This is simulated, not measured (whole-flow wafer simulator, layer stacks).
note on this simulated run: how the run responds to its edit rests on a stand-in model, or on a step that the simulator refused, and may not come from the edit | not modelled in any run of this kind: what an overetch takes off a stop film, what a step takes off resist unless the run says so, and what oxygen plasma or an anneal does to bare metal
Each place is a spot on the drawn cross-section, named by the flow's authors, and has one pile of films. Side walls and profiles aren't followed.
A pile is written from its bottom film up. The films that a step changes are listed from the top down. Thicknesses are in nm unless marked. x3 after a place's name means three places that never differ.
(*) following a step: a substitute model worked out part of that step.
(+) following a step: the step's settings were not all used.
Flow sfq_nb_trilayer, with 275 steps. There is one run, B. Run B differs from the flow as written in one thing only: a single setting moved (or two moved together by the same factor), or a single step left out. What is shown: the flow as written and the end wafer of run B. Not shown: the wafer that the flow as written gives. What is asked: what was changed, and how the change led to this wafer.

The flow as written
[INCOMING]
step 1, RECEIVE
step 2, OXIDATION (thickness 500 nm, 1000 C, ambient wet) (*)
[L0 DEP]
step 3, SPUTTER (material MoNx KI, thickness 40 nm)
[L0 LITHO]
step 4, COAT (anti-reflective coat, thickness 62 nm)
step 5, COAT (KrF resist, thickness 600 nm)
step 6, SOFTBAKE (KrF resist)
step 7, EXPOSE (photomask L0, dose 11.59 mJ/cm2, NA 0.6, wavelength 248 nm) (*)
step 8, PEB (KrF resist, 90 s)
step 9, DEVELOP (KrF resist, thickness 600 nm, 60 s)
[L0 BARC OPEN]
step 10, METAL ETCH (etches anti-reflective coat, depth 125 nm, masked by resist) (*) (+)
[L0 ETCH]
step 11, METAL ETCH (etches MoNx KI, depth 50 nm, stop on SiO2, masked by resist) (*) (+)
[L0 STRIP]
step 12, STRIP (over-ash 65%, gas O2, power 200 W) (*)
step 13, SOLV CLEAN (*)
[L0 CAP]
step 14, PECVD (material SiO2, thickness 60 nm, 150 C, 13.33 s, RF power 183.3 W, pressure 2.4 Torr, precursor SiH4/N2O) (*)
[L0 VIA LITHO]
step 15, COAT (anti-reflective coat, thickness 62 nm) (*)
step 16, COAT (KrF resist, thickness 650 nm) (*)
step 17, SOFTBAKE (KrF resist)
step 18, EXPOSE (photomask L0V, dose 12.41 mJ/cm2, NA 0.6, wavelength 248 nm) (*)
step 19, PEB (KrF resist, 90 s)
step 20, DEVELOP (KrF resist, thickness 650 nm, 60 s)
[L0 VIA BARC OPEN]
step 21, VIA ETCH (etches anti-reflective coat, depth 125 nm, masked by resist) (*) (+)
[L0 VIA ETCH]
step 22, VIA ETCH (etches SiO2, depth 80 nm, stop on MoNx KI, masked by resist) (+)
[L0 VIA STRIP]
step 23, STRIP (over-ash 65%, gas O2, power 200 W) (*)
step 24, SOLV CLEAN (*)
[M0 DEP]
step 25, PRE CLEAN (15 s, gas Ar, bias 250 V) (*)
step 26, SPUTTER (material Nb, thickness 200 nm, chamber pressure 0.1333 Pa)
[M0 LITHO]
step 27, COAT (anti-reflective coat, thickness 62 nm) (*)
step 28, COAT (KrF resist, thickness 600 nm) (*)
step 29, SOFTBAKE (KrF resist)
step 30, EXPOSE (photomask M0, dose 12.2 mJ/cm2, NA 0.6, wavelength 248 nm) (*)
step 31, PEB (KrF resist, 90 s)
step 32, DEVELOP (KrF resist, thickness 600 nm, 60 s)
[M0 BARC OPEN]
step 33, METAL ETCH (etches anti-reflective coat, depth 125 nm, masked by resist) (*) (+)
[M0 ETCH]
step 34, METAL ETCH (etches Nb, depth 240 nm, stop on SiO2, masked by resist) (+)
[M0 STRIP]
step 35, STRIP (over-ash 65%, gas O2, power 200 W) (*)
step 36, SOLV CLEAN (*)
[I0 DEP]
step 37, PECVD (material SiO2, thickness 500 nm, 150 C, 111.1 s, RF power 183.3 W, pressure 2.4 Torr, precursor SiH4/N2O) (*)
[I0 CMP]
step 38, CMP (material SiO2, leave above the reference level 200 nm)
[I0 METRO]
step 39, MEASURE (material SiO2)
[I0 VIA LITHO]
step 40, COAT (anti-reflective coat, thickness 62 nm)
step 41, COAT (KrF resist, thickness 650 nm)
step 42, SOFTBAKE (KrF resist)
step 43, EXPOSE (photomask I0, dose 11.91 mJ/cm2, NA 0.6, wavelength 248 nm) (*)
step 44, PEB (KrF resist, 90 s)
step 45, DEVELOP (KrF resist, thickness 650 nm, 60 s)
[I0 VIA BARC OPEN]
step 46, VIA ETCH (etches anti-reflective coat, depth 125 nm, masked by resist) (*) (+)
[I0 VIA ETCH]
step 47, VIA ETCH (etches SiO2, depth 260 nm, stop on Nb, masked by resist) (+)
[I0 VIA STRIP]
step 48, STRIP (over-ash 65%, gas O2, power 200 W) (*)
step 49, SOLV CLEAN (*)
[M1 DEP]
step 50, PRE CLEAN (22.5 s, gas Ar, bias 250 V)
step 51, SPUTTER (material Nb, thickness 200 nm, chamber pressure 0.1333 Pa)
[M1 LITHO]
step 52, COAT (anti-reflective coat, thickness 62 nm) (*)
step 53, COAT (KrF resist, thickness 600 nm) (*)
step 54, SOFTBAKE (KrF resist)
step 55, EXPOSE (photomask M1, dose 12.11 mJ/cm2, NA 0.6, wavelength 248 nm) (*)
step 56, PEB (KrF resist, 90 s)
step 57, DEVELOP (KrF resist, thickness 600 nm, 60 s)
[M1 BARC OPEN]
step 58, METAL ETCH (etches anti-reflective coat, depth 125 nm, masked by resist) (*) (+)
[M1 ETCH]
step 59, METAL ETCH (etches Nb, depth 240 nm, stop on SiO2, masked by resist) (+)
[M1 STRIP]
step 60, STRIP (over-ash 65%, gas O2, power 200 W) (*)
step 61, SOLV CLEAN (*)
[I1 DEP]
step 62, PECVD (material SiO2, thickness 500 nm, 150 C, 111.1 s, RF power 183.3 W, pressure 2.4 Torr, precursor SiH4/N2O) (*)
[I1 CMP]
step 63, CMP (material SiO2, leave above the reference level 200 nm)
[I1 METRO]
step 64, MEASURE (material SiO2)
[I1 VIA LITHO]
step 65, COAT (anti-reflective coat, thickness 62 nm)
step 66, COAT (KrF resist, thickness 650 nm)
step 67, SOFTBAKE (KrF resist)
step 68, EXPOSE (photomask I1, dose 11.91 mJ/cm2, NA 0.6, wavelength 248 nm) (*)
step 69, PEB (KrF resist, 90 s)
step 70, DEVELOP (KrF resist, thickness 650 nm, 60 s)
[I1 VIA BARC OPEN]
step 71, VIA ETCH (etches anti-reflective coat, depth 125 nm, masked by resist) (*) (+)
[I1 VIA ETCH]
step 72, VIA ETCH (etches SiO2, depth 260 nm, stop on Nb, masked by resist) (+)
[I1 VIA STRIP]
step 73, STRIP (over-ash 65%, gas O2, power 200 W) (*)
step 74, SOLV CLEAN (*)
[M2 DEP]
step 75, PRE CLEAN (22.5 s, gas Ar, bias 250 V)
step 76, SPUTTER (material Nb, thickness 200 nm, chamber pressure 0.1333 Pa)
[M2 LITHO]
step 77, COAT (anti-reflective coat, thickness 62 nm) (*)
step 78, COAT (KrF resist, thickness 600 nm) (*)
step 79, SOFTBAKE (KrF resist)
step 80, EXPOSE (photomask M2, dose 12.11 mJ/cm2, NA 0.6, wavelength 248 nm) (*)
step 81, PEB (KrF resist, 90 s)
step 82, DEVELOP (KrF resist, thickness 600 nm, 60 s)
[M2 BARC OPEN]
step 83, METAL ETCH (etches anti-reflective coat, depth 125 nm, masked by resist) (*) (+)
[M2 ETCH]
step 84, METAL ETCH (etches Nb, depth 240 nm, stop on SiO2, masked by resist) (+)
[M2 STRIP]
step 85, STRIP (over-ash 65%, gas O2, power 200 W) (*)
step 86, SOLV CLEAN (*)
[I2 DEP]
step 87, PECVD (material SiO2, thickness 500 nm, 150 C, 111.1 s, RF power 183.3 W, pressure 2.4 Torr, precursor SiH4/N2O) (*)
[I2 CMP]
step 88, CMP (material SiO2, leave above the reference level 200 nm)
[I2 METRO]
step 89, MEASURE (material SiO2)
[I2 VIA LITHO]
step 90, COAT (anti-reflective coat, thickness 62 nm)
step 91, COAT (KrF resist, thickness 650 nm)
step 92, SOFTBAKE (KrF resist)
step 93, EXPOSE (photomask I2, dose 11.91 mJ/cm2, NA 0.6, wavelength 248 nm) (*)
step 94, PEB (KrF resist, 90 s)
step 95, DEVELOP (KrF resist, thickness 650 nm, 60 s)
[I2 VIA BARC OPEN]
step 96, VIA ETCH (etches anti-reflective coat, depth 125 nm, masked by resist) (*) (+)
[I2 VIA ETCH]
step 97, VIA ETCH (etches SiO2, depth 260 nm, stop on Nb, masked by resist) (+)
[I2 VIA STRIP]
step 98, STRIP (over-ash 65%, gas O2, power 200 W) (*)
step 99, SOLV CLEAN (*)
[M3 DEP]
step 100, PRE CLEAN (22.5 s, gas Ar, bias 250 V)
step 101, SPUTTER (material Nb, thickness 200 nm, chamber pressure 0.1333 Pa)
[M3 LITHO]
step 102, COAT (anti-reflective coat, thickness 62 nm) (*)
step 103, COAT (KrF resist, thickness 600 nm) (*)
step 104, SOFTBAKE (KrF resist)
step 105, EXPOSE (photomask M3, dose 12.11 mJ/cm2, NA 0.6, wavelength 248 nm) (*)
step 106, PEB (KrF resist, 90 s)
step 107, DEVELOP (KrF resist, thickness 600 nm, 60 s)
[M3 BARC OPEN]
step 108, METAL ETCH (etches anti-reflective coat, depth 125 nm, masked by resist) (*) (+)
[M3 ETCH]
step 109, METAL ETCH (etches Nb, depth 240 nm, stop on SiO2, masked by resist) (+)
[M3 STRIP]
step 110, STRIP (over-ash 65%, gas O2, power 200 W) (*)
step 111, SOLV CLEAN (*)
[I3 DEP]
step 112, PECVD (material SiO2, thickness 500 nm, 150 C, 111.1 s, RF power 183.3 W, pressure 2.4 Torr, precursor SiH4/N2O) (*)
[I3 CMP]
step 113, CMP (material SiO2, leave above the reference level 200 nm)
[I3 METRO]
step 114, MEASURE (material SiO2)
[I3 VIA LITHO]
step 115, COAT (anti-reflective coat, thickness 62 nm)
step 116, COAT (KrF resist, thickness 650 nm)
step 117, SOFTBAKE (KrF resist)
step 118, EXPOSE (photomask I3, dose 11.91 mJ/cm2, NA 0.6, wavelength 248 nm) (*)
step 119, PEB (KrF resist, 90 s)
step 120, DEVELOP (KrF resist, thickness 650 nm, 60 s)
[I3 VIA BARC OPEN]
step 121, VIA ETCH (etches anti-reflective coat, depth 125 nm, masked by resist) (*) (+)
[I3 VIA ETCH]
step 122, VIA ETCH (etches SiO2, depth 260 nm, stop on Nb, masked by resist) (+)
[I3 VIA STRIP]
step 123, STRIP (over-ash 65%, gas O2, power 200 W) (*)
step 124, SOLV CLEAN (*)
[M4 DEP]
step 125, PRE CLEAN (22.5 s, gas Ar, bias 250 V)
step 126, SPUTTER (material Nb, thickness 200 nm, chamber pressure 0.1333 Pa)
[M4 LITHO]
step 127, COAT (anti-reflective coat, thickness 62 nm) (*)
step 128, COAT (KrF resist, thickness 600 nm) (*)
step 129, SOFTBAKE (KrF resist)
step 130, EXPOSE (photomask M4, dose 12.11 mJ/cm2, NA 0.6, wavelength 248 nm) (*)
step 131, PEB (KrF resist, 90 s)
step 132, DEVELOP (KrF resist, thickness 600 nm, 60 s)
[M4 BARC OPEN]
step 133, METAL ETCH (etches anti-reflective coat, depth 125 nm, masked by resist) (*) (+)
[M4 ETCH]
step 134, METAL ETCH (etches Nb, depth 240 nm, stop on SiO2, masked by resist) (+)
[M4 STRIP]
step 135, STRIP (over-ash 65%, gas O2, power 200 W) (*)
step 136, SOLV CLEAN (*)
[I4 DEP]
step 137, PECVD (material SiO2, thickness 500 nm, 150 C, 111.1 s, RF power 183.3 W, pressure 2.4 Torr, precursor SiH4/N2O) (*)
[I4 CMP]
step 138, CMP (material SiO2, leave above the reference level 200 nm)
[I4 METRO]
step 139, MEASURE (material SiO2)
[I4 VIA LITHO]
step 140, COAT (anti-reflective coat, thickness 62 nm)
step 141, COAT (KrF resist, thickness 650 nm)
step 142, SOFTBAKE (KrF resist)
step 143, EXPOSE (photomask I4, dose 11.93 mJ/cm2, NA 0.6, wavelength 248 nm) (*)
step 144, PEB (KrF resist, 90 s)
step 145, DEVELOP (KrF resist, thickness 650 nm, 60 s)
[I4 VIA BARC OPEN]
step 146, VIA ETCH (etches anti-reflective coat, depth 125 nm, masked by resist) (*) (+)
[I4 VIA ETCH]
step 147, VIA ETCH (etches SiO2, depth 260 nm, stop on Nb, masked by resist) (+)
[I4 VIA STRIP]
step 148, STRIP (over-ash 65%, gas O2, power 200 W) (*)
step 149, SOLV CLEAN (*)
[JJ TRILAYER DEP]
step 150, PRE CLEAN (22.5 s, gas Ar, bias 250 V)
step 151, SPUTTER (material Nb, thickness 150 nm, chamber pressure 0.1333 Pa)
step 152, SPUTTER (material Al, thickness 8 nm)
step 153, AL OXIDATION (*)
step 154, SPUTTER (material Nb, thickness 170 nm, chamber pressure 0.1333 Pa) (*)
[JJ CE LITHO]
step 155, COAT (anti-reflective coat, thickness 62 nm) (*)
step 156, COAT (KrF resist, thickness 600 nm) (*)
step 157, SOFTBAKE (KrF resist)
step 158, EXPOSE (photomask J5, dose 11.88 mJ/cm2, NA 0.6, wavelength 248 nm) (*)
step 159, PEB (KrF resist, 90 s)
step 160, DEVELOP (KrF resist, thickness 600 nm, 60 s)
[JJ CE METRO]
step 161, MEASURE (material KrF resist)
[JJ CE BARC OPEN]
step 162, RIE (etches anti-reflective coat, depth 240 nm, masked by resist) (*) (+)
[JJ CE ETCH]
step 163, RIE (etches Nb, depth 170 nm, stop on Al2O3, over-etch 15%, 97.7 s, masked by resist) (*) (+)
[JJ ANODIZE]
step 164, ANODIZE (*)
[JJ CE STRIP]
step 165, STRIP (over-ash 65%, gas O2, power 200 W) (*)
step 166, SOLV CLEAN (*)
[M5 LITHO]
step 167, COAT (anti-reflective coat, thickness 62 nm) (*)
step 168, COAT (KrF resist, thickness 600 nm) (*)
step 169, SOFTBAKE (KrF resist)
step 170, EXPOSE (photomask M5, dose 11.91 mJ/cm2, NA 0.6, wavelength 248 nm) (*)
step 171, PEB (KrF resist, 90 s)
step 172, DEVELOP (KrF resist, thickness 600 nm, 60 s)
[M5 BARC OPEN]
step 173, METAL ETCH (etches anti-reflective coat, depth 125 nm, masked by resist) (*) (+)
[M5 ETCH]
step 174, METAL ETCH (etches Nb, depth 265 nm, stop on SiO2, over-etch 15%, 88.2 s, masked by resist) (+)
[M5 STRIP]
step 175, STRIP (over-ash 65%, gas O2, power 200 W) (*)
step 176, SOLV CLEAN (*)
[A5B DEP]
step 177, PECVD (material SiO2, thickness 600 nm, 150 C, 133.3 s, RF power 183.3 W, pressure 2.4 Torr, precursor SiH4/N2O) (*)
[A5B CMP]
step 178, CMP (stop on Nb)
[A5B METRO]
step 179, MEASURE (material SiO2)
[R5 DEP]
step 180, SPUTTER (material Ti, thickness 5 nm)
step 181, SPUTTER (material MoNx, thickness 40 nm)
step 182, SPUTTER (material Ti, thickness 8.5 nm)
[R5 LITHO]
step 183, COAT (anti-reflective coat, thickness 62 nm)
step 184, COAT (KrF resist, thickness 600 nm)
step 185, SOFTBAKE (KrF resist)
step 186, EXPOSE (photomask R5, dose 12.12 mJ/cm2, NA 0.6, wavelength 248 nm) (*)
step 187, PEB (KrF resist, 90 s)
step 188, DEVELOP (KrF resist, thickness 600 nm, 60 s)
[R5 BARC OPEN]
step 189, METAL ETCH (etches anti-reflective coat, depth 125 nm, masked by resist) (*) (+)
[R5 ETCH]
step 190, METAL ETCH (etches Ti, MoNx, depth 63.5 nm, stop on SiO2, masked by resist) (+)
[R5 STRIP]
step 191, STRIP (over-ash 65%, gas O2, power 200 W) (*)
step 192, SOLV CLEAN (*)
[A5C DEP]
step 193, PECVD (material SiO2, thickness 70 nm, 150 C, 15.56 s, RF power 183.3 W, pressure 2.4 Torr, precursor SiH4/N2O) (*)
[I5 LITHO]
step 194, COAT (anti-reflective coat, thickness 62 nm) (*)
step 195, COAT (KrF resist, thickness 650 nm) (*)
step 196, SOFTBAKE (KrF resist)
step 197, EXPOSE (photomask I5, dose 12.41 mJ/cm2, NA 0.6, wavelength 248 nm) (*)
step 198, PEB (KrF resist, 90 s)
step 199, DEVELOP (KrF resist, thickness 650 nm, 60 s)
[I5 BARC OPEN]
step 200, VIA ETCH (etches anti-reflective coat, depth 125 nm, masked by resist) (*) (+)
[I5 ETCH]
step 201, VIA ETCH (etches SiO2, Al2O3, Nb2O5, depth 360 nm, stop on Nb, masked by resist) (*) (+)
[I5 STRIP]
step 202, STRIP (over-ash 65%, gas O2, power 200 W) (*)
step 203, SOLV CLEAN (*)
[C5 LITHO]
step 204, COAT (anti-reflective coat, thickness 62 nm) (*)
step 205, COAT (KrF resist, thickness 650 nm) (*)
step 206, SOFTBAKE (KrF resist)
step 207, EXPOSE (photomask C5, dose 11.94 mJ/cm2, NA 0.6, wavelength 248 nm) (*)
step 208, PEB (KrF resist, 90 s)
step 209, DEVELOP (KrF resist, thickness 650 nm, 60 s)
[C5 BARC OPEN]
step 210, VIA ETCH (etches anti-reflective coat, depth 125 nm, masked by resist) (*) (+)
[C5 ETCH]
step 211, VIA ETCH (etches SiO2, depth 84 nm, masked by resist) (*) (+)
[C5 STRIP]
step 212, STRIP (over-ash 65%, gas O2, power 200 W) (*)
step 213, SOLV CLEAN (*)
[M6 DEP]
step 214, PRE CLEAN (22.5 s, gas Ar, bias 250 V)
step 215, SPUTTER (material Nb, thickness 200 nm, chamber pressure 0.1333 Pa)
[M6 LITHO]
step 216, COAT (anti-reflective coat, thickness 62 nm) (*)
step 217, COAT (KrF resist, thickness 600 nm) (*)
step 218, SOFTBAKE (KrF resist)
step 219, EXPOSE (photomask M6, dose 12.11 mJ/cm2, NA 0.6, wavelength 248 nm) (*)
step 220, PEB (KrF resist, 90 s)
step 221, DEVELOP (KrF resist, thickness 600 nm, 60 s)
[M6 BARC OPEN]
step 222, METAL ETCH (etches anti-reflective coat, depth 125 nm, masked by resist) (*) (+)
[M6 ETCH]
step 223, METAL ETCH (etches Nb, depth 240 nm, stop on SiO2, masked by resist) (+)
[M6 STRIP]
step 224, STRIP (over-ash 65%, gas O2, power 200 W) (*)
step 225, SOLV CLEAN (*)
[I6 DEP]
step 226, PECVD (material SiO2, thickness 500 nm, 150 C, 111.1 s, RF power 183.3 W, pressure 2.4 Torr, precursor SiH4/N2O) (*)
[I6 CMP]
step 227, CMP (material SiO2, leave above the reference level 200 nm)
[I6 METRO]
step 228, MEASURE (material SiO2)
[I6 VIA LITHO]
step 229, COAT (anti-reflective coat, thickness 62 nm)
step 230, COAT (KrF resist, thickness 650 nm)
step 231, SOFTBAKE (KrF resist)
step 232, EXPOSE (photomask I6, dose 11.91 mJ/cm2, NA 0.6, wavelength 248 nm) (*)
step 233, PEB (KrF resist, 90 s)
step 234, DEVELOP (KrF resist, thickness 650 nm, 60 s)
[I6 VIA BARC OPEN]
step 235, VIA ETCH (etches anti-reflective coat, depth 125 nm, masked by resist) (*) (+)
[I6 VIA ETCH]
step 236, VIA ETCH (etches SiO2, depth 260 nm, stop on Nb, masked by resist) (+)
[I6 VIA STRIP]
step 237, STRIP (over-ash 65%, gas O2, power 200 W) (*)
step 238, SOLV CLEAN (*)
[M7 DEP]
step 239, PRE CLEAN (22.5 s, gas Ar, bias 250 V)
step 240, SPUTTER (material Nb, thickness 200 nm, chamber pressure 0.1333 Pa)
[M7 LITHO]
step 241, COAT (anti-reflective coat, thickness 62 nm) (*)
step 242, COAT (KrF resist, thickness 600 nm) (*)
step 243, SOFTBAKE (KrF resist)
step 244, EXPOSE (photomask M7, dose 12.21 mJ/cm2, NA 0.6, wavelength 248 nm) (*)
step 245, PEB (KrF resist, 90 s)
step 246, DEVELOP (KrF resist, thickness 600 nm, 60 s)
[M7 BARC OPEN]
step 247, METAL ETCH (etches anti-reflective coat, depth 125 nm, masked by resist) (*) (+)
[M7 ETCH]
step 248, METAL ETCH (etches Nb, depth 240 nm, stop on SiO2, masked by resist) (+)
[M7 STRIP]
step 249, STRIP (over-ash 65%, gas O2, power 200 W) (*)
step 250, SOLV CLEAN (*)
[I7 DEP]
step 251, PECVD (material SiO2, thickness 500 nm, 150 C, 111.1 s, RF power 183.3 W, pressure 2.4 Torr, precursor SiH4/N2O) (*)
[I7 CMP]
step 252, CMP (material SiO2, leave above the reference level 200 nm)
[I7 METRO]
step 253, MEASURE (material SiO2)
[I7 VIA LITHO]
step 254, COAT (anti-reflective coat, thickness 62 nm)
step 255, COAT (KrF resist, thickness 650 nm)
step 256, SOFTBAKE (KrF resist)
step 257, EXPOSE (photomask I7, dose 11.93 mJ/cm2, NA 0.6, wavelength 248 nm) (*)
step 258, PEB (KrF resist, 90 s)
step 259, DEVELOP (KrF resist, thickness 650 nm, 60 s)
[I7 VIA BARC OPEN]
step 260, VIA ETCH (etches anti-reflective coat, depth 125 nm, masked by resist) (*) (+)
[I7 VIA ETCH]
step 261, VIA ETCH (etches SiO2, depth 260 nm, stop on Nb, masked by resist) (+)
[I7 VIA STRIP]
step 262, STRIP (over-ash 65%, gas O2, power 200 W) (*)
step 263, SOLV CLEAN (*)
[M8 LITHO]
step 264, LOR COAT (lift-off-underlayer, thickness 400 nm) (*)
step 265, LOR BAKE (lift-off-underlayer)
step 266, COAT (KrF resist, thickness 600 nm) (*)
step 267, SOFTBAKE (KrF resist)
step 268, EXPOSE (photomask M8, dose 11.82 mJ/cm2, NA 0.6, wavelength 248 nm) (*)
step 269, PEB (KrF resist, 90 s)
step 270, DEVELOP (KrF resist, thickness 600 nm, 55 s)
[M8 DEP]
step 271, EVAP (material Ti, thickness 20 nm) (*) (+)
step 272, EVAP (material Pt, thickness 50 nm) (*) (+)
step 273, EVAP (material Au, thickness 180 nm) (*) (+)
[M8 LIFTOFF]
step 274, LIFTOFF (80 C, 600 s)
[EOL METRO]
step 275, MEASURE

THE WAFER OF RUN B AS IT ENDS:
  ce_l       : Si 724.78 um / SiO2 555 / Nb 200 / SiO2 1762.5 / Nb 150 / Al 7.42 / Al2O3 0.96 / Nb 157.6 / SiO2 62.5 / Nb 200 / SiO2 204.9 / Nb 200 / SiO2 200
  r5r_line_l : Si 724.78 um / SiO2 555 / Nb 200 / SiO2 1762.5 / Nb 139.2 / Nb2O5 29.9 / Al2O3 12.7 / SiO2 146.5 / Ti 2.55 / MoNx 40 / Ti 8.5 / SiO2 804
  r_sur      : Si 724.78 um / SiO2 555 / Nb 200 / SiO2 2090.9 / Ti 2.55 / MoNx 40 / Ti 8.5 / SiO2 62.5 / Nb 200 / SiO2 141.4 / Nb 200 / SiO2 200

The reason: step 180, SPUTTER: thickness 2.55 nm was run, whereas the flow has thickness 5 nm.
The wafer lets one read it off: r5r_line_l has Ti 2.55, and step 180 as written asks for 5 nm.

Step by step, how the change led to this:
  step 180, SPUTTER (material Ti, thickness 5 nm)
      field_l, v_sur, via_wl and 103 more: Ti gains 2.55 (new film) (as written it would have been: Ti gains 5 (new film))
  step 190, METAL ETCH (etches Ti, MoNx, depth 63.5 nm, stop on SiO2, masked by resist) (+)
      field_l, v_sur, via_wl and 92 more: Ti loses 8.5 (all of it), MoNx loses 40 (all of it), Ti loses 2.55 (all of it) (as written it would have been: Ti loses 8.5 (all of it), MoNx loses 40 (all of it), Ti loses 5 (all of it))
      ce_l, c5j, ce_r, wl_jj: Ti loses 8.5 (all of it), MoNx loses 40 (all of it), Ti loses 2.55 (all of it), Nb loses 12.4 (as written it would have been: Ti loses 8.5 (all of it), MoNx loses 40 (all of it), Ti loses 5 (all of it), Nb loses 10)
